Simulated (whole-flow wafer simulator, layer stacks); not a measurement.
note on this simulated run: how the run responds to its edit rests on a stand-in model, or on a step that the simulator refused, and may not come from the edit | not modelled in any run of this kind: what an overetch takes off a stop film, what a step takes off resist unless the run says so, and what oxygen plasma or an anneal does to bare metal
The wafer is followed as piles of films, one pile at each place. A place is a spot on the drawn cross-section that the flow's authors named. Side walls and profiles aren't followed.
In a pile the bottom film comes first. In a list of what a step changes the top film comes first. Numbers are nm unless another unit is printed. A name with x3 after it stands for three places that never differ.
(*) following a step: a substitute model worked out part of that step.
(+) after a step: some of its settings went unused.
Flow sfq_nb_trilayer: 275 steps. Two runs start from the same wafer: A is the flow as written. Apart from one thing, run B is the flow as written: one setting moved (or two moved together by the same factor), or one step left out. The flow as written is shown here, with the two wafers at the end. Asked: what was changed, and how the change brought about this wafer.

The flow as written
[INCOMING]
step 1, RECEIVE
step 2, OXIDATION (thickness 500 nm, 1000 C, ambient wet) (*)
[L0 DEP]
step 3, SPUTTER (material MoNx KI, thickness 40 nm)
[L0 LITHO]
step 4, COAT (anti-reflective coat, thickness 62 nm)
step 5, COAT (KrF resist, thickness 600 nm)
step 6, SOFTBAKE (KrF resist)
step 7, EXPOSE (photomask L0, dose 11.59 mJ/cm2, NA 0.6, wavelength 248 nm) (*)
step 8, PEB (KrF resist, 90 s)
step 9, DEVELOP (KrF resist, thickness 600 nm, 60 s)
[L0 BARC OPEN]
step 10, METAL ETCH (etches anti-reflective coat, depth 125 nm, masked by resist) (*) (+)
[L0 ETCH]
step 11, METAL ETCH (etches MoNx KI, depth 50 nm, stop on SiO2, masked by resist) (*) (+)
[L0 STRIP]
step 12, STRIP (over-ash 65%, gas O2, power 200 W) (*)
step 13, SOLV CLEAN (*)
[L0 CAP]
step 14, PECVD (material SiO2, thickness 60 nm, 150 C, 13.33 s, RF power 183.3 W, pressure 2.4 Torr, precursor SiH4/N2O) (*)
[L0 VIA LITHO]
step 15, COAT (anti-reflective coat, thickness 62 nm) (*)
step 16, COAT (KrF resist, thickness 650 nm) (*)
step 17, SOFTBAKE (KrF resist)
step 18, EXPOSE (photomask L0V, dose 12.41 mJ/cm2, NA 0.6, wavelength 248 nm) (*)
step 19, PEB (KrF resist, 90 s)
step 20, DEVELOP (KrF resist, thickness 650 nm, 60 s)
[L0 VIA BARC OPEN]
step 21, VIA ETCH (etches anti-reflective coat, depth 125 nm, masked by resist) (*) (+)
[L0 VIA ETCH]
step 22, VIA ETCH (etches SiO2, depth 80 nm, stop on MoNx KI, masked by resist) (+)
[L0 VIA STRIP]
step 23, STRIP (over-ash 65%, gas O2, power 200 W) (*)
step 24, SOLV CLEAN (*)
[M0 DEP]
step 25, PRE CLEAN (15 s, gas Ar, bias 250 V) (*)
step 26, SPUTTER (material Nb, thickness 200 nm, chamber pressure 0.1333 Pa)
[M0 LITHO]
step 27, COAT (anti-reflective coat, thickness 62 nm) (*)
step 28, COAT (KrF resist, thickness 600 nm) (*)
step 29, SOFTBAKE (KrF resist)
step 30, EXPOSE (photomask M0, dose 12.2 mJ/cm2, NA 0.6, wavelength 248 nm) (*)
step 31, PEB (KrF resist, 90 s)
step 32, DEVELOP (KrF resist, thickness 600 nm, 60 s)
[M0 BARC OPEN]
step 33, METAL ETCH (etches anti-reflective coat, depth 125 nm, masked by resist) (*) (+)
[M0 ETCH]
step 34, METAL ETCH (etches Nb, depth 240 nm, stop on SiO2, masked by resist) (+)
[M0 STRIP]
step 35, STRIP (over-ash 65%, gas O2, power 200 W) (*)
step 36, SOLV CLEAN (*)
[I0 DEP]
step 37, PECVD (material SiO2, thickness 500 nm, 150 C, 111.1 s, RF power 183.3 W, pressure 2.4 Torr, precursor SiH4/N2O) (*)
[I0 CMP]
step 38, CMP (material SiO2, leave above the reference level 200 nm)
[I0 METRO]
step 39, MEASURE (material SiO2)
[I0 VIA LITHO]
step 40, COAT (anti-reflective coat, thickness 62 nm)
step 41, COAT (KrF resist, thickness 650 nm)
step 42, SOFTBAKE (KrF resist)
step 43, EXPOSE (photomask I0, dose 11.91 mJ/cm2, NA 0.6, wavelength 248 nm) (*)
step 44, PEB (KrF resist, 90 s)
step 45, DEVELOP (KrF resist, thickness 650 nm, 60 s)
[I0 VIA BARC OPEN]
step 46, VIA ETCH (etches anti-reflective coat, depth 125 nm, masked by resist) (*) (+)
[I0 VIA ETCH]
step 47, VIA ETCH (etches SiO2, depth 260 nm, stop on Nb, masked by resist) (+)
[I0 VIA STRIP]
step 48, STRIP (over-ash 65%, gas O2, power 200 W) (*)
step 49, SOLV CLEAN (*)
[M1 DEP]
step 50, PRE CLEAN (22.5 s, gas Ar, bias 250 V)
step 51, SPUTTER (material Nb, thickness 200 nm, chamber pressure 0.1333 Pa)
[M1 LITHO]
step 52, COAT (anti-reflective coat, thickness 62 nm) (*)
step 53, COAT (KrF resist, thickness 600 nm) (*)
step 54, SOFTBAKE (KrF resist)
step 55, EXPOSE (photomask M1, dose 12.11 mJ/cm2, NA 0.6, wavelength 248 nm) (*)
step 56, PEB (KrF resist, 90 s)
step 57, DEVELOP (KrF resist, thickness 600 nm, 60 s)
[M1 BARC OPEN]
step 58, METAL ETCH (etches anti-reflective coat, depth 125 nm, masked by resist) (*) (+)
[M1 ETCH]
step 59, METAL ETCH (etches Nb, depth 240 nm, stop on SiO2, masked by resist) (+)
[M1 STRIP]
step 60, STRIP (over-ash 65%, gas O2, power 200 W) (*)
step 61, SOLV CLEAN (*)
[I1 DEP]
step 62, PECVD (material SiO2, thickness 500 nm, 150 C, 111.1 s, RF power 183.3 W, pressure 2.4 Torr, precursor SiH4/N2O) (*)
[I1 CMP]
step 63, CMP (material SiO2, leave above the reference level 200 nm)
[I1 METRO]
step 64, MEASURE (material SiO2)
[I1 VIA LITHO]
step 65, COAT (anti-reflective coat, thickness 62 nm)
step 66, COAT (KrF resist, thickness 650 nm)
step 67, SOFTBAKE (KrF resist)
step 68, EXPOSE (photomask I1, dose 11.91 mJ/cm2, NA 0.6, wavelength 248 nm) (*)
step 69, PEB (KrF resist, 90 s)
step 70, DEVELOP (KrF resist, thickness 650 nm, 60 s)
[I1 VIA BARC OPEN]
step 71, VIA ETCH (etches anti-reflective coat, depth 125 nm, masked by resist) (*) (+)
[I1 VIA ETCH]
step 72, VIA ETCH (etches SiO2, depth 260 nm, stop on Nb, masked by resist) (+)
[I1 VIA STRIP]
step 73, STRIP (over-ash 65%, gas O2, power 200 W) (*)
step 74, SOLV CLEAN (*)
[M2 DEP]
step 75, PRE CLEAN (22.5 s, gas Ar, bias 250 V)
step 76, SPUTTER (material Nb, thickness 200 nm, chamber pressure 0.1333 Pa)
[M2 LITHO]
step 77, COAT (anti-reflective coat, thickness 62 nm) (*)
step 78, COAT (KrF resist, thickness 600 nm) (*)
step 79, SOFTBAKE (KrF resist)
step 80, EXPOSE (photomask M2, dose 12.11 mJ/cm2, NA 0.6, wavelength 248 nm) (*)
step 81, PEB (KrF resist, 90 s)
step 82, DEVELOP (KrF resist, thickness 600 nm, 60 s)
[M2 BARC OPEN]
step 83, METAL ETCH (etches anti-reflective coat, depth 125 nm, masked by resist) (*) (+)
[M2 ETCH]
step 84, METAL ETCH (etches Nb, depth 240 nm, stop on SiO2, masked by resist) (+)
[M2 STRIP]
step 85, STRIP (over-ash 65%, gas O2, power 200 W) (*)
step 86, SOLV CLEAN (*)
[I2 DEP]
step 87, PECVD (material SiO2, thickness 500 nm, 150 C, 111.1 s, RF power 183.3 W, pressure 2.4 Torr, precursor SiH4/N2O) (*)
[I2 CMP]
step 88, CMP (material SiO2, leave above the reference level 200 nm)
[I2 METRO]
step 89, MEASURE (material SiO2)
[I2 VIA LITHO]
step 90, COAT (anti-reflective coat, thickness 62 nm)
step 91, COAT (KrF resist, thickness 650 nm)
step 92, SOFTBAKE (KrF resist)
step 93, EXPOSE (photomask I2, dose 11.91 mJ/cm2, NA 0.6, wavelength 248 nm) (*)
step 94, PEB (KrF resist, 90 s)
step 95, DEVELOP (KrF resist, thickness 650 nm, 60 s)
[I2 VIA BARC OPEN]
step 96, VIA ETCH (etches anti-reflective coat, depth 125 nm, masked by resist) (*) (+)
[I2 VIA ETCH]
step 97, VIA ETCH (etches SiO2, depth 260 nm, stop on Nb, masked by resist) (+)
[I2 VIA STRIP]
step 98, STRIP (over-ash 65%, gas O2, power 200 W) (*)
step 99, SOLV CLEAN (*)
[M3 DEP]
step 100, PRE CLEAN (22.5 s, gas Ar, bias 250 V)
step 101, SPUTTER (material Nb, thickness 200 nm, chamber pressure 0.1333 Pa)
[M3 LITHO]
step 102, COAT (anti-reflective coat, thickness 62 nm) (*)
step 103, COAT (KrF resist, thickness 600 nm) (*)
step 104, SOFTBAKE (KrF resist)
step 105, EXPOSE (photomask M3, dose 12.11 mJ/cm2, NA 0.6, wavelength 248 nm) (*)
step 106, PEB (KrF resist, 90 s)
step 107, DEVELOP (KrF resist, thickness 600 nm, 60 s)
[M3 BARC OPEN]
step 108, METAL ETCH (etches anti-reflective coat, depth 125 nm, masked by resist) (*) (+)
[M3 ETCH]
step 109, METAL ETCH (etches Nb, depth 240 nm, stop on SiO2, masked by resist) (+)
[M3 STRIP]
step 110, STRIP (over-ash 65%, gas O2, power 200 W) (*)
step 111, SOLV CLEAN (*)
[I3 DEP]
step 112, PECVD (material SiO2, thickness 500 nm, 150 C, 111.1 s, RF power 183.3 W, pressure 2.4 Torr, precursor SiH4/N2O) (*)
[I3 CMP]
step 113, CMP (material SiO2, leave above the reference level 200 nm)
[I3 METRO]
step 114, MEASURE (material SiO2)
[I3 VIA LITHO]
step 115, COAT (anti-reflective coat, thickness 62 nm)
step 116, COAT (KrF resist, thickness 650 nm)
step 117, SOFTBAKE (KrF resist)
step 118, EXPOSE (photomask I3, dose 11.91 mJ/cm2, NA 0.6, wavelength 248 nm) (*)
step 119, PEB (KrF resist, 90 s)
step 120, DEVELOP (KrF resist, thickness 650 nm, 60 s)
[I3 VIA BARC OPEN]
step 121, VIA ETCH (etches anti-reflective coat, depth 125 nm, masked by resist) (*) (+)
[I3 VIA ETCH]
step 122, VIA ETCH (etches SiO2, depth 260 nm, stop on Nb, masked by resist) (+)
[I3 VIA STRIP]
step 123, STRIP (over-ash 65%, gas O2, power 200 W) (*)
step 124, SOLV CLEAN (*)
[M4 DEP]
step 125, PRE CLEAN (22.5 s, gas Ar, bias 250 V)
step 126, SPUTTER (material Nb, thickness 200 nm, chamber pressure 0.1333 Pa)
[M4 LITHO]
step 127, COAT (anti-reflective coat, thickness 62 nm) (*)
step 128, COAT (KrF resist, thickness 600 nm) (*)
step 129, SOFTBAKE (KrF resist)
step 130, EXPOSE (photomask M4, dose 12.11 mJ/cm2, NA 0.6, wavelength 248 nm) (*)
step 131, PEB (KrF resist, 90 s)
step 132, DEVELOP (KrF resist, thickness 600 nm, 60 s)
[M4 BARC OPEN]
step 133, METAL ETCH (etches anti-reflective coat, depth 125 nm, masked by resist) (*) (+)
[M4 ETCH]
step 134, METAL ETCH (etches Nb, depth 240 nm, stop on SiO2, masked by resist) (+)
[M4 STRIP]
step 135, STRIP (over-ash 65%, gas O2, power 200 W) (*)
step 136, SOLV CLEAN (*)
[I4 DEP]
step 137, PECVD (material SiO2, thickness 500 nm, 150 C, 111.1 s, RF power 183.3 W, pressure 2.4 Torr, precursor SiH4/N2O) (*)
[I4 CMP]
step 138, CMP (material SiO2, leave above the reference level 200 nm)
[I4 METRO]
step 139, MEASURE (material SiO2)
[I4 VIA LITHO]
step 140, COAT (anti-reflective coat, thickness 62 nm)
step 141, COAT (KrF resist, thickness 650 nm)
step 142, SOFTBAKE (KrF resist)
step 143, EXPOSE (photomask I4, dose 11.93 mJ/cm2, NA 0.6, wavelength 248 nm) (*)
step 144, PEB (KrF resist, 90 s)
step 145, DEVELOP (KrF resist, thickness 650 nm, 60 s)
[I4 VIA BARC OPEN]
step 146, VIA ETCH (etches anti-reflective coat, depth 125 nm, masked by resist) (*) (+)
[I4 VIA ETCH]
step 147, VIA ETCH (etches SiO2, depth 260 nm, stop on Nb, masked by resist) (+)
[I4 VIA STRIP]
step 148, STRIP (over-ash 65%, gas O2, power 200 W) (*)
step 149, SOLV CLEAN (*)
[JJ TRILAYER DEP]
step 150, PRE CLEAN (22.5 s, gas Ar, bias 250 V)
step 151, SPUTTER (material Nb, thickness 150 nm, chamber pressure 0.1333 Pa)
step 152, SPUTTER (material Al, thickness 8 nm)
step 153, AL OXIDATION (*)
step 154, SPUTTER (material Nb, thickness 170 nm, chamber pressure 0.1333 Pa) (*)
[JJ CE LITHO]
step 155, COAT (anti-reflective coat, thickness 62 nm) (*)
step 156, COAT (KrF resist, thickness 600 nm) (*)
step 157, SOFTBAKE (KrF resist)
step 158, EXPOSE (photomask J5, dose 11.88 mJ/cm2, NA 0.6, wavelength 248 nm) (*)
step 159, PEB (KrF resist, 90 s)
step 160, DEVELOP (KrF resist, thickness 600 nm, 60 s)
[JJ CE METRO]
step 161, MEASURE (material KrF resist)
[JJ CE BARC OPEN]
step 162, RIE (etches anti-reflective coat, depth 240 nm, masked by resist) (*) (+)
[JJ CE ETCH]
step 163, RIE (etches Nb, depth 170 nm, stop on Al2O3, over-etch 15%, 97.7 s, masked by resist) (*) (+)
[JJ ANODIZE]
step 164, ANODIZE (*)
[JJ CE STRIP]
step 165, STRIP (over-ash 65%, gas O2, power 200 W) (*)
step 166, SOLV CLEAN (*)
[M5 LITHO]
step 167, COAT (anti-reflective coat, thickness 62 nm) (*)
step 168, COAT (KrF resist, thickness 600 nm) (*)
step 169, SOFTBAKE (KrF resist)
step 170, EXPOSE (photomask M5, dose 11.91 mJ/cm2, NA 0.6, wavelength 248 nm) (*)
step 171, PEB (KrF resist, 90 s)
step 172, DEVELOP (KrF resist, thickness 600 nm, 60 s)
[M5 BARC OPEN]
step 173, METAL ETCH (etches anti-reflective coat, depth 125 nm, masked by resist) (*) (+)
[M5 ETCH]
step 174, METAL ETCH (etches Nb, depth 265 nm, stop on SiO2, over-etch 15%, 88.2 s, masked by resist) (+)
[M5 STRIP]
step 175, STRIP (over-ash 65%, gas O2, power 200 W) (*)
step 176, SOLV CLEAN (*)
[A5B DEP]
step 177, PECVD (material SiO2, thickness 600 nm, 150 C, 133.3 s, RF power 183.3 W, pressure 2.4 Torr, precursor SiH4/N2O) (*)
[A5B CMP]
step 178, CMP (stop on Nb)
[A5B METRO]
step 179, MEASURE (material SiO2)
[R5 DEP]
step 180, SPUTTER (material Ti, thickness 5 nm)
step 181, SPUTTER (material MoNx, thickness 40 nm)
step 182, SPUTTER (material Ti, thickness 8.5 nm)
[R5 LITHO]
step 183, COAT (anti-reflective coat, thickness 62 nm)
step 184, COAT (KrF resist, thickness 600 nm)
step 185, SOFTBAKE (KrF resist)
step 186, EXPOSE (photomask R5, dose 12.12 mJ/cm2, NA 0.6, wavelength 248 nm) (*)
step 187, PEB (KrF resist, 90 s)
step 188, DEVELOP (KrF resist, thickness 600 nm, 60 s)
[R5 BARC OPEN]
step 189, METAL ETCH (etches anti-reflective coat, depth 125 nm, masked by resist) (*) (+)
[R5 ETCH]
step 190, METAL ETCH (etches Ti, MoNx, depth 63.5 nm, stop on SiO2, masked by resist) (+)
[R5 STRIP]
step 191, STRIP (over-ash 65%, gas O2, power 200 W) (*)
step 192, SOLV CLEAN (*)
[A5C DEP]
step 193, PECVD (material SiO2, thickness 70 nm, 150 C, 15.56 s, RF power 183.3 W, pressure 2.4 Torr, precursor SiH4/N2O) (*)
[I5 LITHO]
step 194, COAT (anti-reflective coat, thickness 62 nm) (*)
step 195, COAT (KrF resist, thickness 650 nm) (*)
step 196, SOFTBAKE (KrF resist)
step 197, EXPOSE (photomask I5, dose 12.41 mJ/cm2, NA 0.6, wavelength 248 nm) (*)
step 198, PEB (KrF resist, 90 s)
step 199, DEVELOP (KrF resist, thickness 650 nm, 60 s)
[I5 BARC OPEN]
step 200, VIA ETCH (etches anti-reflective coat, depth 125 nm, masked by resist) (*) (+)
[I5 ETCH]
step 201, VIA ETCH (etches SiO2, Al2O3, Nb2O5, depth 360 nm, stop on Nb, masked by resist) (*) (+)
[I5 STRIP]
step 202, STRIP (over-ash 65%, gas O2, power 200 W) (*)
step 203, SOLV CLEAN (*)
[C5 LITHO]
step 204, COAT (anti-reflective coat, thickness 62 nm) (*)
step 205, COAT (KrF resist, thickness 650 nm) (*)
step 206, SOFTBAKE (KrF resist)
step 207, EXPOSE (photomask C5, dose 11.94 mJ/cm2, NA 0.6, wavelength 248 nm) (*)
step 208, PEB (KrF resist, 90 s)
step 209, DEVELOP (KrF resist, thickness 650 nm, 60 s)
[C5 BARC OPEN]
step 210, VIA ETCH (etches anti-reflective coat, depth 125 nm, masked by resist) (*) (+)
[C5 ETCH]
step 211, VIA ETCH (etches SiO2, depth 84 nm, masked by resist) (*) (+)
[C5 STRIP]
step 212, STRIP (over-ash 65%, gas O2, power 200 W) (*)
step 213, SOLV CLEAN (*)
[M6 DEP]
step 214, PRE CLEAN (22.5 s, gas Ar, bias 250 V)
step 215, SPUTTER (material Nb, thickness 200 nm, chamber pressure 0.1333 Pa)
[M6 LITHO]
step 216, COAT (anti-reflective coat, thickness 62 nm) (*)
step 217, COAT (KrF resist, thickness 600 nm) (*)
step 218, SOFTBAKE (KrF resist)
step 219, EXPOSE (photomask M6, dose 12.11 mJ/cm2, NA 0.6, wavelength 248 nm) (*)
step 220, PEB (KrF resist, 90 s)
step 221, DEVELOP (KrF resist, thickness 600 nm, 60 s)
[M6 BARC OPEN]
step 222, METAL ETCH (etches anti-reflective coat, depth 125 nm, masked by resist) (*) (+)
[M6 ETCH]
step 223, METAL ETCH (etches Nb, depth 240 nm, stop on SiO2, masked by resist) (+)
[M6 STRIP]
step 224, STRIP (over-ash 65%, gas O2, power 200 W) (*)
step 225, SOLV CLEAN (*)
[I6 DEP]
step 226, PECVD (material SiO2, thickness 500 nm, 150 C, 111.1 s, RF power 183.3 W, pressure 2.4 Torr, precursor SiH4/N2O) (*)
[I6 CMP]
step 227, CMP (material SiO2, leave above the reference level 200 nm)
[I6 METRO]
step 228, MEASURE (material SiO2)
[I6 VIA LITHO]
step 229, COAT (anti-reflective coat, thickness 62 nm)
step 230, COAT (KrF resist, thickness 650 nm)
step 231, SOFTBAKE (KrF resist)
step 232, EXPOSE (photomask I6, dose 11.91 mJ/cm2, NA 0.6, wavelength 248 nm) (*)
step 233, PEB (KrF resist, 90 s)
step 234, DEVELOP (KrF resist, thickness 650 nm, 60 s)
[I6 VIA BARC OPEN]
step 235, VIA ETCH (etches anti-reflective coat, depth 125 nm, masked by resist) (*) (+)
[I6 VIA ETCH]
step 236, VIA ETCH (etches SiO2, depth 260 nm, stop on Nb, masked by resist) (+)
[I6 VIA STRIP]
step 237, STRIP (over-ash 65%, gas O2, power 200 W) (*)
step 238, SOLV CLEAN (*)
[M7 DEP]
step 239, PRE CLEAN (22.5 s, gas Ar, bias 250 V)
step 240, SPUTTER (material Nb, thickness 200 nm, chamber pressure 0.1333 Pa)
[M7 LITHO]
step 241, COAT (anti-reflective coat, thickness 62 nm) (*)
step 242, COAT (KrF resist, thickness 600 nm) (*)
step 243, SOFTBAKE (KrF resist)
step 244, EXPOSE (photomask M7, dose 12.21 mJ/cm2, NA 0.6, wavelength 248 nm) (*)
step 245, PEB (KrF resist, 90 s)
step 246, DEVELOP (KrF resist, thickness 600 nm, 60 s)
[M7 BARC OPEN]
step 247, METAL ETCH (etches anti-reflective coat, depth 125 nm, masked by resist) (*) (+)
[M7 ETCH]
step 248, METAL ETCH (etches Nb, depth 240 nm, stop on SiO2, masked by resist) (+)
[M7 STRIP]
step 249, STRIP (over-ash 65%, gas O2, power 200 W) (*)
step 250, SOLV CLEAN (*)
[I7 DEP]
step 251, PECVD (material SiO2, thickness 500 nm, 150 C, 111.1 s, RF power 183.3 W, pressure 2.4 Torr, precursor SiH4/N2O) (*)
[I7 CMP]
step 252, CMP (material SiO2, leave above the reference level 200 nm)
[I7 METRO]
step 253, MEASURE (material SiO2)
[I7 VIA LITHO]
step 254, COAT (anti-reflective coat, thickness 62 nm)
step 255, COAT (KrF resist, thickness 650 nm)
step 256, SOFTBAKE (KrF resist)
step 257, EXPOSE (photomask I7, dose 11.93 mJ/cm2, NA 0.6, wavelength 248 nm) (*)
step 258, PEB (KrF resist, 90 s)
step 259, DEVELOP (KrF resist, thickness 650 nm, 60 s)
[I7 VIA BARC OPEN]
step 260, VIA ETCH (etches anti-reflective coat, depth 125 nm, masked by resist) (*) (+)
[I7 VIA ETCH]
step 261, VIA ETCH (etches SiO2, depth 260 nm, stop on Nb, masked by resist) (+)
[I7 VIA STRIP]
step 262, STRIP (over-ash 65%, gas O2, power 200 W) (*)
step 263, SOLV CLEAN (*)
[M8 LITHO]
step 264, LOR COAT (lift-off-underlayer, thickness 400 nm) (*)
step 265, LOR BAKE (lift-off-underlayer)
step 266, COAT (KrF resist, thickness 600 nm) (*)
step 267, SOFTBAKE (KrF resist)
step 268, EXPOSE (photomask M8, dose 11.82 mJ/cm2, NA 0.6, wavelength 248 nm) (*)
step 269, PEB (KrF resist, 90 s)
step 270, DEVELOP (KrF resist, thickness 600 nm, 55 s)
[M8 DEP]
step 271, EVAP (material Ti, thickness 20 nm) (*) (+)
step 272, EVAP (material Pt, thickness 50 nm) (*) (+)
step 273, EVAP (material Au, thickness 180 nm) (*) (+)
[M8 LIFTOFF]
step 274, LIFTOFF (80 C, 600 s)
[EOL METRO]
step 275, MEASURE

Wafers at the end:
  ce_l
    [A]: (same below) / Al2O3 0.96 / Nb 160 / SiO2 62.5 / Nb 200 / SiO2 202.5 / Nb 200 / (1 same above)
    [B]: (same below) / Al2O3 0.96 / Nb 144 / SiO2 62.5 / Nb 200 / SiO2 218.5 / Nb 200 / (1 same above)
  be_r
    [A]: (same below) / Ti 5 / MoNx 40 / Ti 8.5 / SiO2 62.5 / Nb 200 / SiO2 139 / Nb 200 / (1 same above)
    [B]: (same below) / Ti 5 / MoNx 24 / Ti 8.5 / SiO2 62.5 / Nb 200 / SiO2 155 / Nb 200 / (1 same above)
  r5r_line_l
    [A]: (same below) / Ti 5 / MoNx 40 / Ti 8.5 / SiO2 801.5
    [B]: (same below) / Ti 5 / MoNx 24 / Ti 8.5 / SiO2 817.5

What caused this: step 181, SPUTTER: thickness 24 nm was run, whereas the flow has thickness 40 nm.
One can read it off the wafer: be_r has MoNx 24, and step 181 as written asks for 40 nm.

Step by step, how the change led to this:
  step 181, SPUTTER (material MoNx, thickness 40 nm)
      field_l, v_sur, via_wl and 103 more: A +40 MoNx (new film) | B +24 MoNx (new film)
  step 190, METAL ETCH (etches Ti, MoNx, depth 63.5 nm, stop on SiO2, masked by resist) (+)
      field_l, v_sur, via_wl and 92 more: A -8.5 Ti (all of it), -40 MoNx (all of it), -5 Ti (all of it) | B -8.5 Ti (all of it), -24 MoNx (all of it), -5 Ti (all of it)
      ce_l, c5j, ce_r, wl_jj: A -8.5 Ti (all of it), -40 MoNx (all of it), -5 Ti (all of it), -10 Nb | B -8.5 Ti (all of it), -24 MoNx (all of it), -5 Ti (all of it), -26 Nb
  step 194, COAT (anti-reflective coat, thickness 62 nm) (*)
      wl_j_sl, wl_j_sr: A +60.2 anti-reflective coat (new film) | B +57.6 anti-reflective coat (new film)
      r5r_spacepad_l, r5r_spacepad_r: A +84.4 anti-reflective coat (new film) | B +77.5 anti-reflective coat (new film)
      (as well as at 15 more places)
  step 202, STRIP (over-ash 65%, gas O2, power 200 W) (*)
      wl_j_sl, wl_j_sr: A -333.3 KrF resist (all of it), -60.2 anti-reflective coat (all of it) | B -333.4 KrF resist (all of it), -57.6 anti-reflective coat (all of it)
      r5r_spacepad_l, r5r_spacepad_r: A -335.6 KrF resist (all of it), -84.4 anti-reflective coat (all of it) | B -335 KrF resist (all of it), -77.5 anti-reflective coat (all of it)
      (as well as at 15 more places)
  step 204, COAT (anti-reflective coat, thickness 62 nm) (*)
      wl_j_sl, wl_j_sr: A +60.2 anti-reflective coat (new film) | B +57.6 anti-reflective coat (new film)
      r5r_spacepad_l, r5r_spacepad_r: A +84.4 anti-reflective coat (new film) | B +77.5 anti-reflective coat (new film)
      (as well as at 15 more places)
  step 210, VIA ETCH (etches anti-reflective coat, depth 125 nm, masked by resist) (*) (+)
      field_l, v_sur, via_wl and 101 more: A -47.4 KrF resist | B -48.4 KrF resist
      c5j: A -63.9 anti-reflective coat (all of it), -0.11 SiO2 | B -68.3 anti-reflective coat (all of it), -0.09 SiO2
      (as well as at 1 more place)
  step 212, STRIP (over-ash 65%, gas O2, power 200 W) (*)
      wl_j_sl, wl_j_sr: A -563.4 KrF resist (all of it), -60.2 anti-reflective coat (all of it) | B -562.3 KrF resist (all of it), -57.6 anti-reflective coat (all of it)
      r5r_spacepad_l, r5r_spacepad_r: A -565.8 KrF resist (all of it), -84.4 anti-reflective coat (all of it) | B -563.9 KrF resist (all of it), -77.5 anti-reflective coat (all of it)
      (as well as at 13 more places)
  step 216, COAT (anti-reflective coat, thickness 62 nm) (*)
      r5r_line_l, r5r_line_c, r5r_line_r: A +50 anti-reflective coat (new film) | B +52.8 anti-reflective coat (new film)
      wl_j_sl, wl_j_sr: A +60.2 anti-reflective coat (new film) | B +57.7 anti-reflective coat (new film)
      (as well as at 12 more places)
  step 222, METAL ETCH (etches anti-reflective coat, depth 125 nm, masked by resist) (*) (+)
      r5r_line_l, r5r_line_c, r5r_line_r: A -50 anti-reflective coat (all of it) | B -52.8 anti-reflective coat (all of it)
      r5r_spacepad_l, r5r_spacepad_r: A -85.7 anti-reflective coat (all of it) | B -78.1 anti-reflective coat (all of it)
      (as well as at 2 more places)
  step 224, STRIP (over-ash 65%, gas O2, power 200 W) (*)
      wl_j_sl, wl_j_sr: A -382.5 KrF resist (all of it), -60.2 anti-reflective coat (all of it) | B -382.4 KrF resist (all of it), -57.7 anti-reflective coat (all of it)
      jj_sur: A -378.5 KrF resist (all of it), -56.1 anti-reflective coat (all of it) | B -377.6 KrF resist (all of it), -53.1 anti-reflective coat (all of it)
      (as well as at 7 more places)
  step 226, PECVD (material SiO2, thickness 500 nm, 150 C, 111.1 s, RF power 183.3 W, pressure 2.4 Torr, precursor SiH4/N2O) (*)
      r5r_spacepad_l, r5r_spacepad_r: A +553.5 SiO2 | B +535 SiO2
  step 227, CMP (material SiO2, leave above the reference level 200 nm)
      ce_l, ce_r, wl_jj: A -290 SiO2 | B -274 SiO2
      be_r, r_sur, r_end: A -353.5 SiO2 | B -337.5 SiO2
      (as well as at 7 more places)
